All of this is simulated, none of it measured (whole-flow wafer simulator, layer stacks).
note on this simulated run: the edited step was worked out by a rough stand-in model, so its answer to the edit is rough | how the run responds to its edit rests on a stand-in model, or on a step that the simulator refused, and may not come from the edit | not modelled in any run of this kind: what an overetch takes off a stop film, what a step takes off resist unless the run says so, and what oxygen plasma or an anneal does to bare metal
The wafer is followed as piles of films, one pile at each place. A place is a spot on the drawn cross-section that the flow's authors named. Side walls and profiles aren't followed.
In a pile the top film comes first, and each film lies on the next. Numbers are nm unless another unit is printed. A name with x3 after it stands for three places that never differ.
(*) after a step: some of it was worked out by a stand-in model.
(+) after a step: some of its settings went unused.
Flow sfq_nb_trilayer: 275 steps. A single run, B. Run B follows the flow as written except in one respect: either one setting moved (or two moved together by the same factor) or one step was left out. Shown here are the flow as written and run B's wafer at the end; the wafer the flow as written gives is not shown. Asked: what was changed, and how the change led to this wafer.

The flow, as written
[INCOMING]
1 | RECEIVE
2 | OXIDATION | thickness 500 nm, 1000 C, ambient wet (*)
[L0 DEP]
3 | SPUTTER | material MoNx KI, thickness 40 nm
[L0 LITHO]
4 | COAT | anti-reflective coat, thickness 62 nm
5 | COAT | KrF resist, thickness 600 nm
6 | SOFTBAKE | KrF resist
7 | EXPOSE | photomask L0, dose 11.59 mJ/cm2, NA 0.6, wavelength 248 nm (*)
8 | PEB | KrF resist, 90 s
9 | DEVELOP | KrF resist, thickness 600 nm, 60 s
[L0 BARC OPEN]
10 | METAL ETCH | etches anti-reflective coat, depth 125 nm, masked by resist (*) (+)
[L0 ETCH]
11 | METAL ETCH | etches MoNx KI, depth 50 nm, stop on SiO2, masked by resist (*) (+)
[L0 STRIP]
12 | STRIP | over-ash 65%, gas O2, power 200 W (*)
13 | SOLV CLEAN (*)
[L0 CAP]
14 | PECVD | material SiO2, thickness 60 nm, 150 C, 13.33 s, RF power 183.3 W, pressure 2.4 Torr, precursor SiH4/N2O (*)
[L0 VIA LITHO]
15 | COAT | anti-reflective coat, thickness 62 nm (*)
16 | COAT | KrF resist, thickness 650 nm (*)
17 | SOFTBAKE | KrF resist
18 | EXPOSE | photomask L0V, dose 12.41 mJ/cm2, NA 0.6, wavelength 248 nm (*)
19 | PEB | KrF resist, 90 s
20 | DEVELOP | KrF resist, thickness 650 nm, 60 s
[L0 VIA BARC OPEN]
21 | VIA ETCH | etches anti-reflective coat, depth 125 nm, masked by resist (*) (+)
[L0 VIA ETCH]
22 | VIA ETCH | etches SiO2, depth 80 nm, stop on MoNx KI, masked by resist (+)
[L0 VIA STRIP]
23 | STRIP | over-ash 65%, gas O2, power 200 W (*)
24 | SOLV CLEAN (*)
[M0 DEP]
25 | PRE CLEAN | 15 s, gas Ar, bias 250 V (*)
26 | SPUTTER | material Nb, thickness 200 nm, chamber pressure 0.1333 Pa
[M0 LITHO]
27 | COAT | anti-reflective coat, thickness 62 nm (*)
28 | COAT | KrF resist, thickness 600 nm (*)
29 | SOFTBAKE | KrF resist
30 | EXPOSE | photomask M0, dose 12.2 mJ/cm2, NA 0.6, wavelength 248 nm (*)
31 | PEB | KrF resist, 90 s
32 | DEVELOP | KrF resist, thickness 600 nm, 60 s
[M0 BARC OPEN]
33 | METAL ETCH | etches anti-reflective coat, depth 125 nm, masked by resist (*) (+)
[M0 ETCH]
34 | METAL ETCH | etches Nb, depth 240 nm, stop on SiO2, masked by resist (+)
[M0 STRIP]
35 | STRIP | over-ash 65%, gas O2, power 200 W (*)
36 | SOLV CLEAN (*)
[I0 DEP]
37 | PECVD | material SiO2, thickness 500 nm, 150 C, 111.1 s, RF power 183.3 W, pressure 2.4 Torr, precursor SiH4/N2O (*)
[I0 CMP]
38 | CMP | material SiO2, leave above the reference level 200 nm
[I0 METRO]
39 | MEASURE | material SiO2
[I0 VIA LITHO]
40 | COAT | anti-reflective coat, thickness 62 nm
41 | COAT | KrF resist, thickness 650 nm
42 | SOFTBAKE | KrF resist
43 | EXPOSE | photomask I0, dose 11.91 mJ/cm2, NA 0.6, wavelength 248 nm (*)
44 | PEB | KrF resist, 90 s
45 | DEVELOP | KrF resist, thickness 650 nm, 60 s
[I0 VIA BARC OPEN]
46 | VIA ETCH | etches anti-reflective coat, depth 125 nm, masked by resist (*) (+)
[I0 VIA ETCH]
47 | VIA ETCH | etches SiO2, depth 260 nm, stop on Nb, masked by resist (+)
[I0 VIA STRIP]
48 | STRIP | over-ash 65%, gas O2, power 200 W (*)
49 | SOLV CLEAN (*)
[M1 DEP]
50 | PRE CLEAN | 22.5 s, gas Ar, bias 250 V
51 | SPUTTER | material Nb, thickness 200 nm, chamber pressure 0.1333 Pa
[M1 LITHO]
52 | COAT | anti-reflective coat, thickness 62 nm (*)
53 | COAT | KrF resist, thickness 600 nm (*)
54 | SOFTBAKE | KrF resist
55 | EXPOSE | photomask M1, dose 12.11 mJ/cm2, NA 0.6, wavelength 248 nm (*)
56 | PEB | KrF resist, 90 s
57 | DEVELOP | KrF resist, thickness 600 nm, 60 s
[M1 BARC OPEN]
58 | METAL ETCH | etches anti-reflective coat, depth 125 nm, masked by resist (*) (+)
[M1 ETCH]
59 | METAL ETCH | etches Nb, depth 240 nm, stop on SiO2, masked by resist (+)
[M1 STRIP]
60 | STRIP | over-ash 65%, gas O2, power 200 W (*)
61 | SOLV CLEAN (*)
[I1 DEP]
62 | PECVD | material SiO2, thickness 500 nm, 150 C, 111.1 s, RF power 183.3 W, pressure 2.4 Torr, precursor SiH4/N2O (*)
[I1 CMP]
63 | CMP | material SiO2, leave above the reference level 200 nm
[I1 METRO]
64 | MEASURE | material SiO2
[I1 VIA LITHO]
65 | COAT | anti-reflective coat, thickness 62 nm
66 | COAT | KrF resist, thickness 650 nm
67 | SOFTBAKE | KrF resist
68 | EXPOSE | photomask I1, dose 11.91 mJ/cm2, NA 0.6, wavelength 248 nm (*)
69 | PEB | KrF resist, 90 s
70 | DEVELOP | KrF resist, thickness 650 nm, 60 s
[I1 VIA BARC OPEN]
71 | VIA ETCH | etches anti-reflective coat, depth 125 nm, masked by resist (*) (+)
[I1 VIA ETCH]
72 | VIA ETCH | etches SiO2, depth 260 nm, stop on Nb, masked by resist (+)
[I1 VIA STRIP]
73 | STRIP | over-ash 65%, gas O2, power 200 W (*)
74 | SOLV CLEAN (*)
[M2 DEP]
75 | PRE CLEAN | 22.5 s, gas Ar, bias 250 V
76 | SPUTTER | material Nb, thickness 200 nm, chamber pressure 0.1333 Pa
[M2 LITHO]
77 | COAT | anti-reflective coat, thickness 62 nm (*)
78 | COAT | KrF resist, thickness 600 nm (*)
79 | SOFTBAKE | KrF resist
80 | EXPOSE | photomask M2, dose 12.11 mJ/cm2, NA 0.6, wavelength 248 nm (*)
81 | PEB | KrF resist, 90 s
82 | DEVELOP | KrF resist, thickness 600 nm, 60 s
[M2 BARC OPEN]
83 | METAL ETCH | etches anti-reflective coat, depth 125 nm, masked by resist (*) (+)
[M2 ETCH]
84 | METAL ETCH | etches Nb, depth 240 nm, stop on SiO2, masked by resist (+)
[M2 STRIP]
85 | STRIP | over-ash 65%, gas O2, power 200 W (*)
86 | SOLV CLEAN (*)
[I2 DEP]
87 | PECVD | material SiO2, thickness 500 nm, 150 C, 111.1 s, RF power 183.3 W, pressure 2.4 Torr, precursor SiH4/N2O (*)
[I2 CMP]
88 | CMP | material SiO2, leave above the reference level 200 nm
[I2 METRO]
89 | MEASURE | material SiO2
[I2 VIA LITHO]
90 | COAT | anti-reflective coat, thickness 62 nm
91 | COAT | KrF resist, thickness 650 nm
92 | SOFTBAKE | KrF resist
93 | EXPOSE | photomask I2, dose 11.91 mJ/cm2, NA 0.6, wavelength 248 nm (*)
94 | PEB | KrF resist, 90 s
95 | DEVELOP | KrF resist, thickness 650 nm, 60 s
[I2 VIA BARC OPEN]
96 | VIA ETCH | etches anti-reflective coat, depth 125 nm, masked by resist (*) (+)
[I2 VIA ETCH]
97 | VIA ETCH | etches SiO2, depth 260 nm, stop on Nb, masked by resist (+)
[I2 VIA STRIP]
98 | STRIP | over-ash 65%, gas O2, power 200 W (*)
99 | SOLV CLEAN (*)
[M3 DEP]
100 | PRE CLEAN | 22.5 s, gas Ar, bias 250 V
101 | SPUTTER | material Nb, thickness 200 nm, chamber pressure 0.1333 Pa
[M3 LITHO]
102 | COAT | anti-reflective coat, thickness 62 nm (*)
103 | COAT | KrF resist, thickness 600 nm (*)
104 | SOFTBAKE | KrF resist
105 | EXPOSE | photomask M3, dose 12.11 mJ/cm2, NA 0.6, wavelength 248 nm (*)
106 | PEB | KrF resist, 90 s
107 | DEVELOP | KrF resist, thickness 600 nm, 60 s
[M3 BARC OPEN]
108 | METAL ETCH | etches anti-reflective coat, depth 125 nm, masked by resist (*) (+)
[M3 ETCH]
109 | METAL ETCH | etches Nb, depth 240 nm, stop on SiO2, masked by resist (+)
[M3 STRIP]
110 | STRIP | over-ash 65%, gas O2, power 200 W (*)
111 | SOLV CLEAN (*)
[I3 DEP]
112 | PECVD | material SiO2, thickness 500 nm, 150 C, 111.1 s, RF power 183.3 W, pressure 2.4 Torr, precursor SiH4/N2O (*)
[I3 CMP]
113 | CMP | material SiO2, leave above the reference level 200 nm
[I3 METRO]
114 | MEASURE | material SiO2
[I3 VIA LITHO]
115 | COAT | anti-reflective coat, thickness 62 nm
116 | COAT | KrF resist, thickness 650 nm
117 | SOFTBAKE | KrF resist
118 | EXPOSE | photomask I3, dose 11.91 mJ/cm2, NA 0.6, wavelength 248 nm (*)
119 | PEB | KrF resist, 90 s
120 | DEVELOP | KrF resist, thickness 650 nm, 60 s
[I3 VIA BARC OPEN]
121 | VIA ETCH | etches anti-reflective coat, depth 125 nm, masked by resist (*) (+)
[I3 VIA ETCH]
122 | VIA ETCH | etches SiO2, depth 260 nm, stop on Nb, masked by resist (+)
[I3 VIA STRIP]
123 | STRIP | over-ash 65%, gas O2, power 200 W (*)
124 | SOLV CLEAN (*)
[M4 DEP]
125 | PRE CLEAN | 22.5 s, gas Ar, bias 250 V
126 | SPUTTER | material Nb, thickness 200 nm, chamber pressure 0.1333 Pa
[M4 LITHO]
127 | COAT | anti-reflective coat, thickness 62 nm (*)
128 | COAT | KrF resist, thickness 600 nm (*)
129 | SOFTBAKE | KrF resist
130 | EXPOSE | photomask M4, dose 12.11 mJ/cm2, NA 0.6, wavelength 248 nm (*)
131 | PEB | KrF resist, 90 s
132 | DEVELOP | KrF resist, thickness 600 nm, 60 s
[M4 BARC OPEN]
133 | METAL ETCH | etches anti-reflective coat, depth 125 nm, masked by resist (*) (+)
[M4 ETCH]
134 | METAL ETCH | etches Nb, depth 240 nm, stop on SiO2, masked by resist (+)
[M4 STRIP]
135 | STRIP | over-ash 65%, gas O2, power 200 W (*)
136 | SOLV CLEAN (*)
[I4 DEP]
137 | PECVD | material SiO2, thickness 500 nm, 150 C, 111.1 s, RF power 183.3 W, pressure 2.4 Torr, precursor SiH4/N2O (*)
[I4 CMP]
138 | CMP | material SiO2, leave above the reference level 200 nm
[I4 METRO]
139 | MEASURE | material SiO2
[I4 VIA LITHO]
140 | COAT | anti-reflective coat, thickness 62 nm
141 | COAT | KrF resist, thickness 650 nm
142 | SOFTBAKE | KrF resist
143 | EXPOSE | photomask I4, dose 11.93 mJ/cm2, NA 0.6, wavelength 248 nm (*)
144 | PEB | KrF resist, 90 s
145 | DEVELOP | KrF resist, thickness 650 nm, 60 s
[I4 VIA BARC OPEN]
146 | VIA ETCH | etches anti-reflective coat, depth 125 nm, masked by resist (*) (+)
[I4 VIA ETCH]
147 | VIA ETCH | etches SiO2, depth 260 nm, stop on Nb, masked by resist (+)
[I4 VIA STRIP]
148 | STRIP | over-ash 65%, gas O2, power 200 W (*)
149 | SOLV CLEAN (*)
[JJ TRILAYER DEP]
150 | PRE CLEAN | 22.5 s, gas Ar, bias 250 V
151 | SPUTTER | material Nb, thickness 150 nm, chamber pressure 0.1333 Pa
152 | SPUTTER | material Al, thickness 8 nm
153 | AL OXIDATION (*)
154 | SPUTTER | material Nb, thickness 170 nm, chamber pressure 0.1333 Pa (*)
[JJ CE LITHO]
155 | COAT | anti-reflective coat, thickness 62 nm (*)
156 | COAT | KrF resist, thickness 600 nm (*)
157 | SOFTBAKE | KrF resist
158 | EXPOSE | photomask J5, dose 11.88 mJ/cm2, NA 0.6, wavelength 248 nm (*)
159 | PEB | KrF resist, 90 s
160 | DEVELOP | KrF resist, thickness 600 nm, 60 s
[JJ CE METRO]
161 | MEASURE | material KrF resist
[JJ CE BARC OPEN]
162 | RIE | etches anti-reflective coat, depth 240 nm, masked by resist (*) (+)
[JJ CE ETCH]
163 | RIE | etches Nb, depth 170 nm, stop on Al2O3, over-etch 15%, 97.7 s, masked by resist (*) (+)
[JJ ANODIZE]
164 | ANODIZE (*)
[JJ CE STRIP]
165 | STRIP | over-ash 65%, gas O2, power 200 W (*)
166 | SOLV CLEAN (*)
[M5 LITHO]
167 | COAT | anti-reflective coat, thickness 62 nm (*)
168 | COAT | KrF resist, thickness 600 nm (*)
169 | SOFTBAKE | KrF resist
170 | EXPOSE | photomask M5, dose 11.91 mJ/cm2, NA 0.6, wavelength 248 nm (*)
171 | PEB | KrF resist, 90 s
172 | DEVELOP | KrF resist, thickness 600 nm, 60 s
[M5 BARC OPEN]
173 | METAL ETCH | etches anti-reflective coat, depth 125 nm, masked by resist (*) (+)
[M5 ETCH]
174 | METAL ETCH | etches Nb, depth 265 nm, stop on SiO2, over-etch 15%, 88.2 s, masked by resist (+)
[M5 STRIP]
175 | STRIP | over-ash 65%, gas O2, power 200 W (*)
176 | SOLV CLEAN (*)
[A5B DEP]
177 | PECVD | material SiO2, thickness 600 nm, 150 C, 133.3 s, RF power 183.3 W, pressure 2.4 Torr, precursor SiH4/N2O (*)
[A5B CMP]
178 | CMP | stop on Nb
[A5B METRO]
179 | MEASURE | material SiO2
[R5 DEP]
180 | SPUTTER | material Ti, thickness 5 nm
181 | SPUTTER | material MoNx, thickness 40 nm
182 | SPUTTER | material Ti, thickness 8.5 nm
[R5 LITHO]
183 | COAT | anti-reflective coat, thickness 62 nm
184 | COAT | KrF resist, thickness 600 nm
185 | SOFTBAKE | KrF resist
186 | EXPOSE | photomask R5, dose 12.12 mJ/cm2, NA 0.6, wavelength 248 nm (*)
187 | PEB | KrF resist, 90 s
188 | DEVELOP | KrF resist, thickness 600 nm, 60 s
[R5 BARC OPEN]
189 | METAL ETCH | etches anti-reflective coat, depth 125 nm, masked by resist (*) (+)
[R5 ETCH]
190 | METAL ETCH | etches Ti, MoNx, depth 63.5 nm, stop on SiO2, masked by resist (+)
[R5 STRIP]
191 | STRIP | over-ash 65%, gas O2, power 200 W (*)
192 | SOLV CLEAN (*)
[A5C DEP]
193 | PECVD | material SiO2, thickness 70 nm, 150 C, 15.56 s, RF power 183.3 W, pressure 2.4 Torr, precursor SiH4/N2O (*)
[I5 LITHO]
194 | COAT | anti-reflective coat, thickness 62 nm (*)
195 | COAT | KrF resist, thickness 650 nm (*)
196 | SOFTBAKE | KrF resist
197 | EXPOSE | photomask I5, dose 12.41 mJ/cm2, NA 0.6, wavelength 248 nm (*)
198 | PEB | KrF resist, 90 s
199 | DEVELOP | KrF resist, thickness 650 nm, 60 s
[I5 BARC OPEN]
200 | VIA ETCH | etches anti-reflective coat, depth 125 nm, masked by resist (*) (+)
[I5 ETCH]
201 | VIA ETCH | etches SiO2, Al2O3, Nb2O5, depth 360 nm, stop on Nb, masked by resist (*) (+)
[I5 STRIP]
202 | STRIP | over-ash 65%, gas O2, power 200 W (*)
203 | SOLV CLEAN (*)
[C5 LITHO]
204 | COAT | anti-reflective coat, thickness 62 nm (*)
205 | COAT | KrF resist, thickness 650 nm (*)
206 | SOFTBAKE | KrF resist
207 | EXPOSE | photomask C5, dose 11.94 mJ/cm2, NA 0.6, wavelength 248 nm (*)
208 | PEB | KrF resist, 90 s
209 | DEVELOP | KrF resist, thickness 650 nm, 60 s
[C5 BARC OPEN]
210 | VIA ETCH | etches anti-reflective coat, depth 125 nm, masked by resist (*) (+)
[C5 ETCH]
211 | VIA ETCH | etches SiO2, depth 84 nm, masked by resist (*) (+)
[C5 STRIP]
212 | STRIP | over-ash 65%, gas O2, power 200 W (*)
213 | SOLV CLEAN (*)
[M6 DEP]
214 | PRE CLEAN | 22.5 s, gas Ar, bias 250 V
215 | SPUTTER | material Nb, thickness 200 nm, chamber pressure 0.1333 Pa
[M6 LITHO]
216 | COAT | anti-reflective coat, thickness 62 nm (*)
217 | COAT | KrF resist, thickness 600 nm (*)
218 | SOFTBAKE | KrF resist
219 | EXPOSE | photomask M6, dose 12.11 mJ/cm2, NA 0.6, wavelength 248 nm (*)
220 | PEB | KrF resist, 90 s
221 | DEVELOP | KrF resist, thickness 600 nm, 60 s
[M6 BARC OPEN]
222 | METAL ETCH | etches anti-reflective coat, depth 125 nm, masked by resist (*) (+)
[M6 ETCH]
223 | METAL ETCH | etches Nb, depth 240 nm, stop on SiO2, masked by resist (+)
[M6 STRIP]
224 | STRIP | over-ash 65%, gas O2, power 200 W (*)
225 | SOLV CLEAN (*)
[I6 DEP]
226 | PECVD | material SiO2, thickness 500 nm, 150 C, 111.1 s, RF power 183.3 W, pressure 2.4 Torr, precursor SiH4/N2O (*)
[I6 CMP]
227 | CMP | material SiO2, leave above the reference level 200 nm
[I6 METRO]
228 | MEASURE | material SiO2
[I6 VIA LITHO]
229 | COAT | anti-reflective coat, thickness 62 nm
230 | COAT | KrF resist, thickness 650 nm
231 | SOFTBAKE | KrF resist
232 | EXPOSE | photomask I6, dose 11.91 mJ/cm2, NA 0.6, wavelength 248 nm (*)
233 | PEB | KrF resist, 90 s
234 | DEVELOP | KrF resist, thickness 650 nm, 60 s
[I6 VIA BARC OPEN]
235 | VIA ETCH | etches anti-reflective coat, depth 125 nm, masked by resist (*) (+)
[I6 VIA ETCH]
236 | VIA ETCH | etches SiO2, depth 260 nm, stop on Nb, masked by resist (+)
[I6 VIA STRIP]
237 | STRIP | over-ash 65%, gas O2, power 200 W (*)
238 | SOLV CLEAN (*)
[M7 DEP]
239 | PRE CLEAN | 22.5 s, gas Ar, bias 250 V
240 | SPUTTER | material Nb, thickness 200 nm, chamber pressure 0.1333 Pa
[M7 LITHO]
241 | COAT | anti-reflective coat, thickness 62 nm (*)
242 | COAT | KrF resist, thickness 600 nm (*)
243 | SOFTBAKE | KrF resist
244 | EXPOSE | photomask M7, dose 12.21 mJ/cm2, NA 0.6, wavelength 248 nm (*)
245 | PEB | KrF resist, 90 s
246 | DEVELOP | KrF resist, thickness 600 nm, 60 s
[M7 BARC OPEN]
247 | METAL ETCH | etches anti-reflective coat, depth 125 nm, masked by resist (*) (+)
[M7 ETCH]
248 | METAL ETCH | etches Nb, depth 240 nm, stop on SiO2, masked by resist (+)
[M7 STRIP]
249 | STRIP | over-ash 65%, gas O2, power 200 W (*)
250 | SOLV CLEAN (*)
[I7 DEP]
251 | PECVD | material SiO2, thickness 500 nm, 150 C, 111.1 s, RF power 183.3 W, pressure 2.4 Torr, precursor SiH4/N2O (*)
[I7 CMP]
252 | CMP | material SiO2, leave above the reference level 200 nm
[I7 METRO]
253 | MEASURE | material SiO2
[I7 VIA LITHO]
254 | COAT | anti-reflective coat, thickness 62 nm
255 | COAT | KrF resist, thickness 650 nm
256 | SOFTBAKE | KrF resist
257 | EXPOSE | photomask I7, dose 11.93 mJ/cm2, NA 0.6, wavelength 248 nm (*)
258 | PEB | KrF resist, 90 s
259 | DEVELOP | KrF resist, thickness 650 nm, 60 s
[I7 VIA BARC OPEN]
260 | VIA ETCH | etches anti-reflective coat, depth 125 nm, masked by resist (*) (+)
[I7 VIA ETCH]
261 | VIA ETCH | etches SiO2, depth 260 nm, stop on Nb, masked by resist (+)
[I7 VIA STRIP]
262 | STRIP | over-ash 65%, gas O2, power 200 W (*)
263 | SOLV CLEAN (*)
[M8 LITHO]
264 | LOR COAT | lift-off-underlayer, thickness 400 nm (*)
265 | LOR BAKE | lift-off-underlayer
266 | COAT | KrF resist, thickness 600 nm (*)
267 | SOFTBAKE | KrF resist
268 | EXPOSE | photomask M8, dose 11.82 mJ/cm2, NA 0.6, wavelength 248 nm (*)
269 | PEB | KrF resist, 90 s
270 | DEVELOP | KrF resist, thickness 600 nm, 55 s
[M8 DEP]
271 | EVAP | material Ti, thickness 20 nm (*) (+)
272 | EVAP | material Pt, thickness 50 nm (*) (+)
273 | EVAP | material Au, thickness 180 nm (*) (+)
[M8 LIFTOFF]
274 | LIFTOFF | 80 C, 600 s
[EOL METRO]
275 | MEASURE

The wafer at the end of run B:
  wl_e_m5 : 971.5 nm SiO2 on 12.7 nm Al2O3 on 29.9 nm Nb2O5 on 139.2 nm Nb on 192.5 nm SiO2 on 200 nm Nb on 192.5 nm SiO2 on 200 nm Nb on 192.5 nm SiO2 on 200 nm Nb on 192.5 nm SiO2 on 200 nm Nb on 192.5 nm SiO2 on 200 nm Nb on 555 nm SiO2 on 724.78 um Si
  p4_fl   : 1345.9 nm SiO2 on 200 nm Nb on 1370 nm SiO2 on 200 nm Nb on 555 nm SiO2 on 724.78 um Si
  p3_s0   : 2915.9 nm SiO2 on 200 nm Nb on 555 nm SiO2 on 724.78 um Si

Cause: step 251, PECVD: thickness 370 nm was run, whereas the flow has thickness 500 nm; step 251, PECVD: 82.22 s was run, where the flow has 111.1 s.

How this came from the change, step by step:
  251 | PECVD | material SiO2, thickness 500 nm, 150 C, 111.1 s, RF power 183.3 W, pressure 2.4 Torr, precursor SiH4/N2O (*)
      field_l, p4_fl, p4_fm and 56 more: SiO2 gains 370 (in the flow as written it would be: SiO2 gains 500)
      v_sur, via_wl, via_w and 37 more: SiO2 gains 370 (new film) (in the flow as written it would be: SiO2 gains 500 (new film))
      (also at 7 further places)
  252 | CMP | material SiO2, leave above the reference level 200 nm
      field_l, p4_fl, p4_fm and 56 more: nothing (in the flow as written it would be: SiO2 loses 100)
      field_r, lsp_l: nothing (in the flow as written it would be: SiO2 loses 77.7)
      (also at 45 further places)
  254 | COAT | anti-reflective coat, thickness 62 nm
      wire, be, be_sur and 8 more: anti-reflective coat gains 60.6 (new film) (in the flow as written it would be: anti-reflective coat gains 62 (new film))
      p4_fm, p3_fr, wl_d_sl, wl_e_sl: anti-reflective coat gains 63.6 (new film) (in the flow as written it would be: anti-reflective coat gains 62 (new film))
      (also at 51 further places)
  255 | COAT | KrF resist, thickness 650 nm
      lsp_l: KrF resist gains 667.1 (new film) (in the flow as written it would be: KrF resist gains 650 (new film))
  260 | VIA ETCH | etches anti-reflective coat, depth 125 nm, masked by resist (*) (+)
      field_l, v_sur, via_sp and 100 more: KrF resist loses 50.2 (in the flow as written it would be: KrF resist loses 51.7)
      via_wl, via_w: anti-reflective coat loses 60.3 (all of it), SiO2 loses 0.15 (in the flow as written it would be: anti-reflective coat loses 62 (all of it), SiO2 loses 0.16)
      (also at 1 further place)
  262 | STRIP | over-ash 65%, gas O2, power 200 W (*)
      be_sur, gap, jj_sur, ce_l, c5j: KrF resist loses 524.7 (all of it), anti-reflective coat loses 60.6 (all of it) (in the flow as written it would be: KrF resist loses 528.6 (all of it), anti-reflective coat loses 62 (all of it))
      m0r_space_l x2, m6r_space_l x2: KrF resist loses 533.2 (all of it), anti-reflective coat loses 66.2 (all of it) (in the flow as written it would be: KrF resist loses 528.6 (all of it), anti-reflective coat loses 62 (all of it))
      (also at 54 further places)
  264 | LOR COAT | lift-off-underlayer, thickness 400 nm (*)
      m0r_space_l x2, m6r_space_l x2: lift-off-underlayer gains 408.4 (new film) (in the flow as written it would be: lift-off-underlayer gains 400 (new film))
      lsp_m, ln_m6: lift-off-underlayer gains 391.5 (new film) (in the flow as written it would be: lift-off-underlayer gains 399.7 (new film))
      (also at 24 further places)
  270 | DEVELOP | KrF resist, thickness 600 nm, 55 s
      field_l: KrF resist loses 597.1 (all of it), lift-off-underlayer loses 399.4 (all of it) (in the flow as written it would be: KrF resist loses 593.7 (all of it), lift-off-underlayer loses 388.2 (all of it))
      v_sur: KrF resist loses 603 (all of it), lift-off-underlayer loses 360.3 (all of it) (in the flow as written it would be: KrF resist loses 607.3 (all of it), lift-off-underlayer loses 369.4 (all of it))
      (also at 2 further places)
  274 | LIFTOFF | 80 C, 600 s
      m0r_space_l x2, m6r_space_l x2: Au loses 180 (all of it), Pt loses 50 (all of it), Ti loses 20 (all of it), KrF resist loses 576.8 (all of it), lift-off-underlayer loses 408.4 (all of it) (in the flow as written it would be: Au loses 180 (all of it), Pt loses 50 (all of it), Ti loses 20 (all of it), KrF resist loses 576.2 (all of it), lift-off-underlayer loses 400 (all of it))
      m5r_linepad_l x2: Au loses 180 (all of it), Pt loses 50 (all of it), Ti loses 20 (all of it), KrF resist loses 573.3 (all of it), lift-off-underlayer loses 410.2 (all of it) (in the flow as written it would be: Au loses 180 (all of it), Pt loses 50 (all of it), Ti loses 20 (all of it), KrF resist loses 576.2 (all of it), lift-off-underlayer loses 400 (all of it))
      (also at 20 further places)
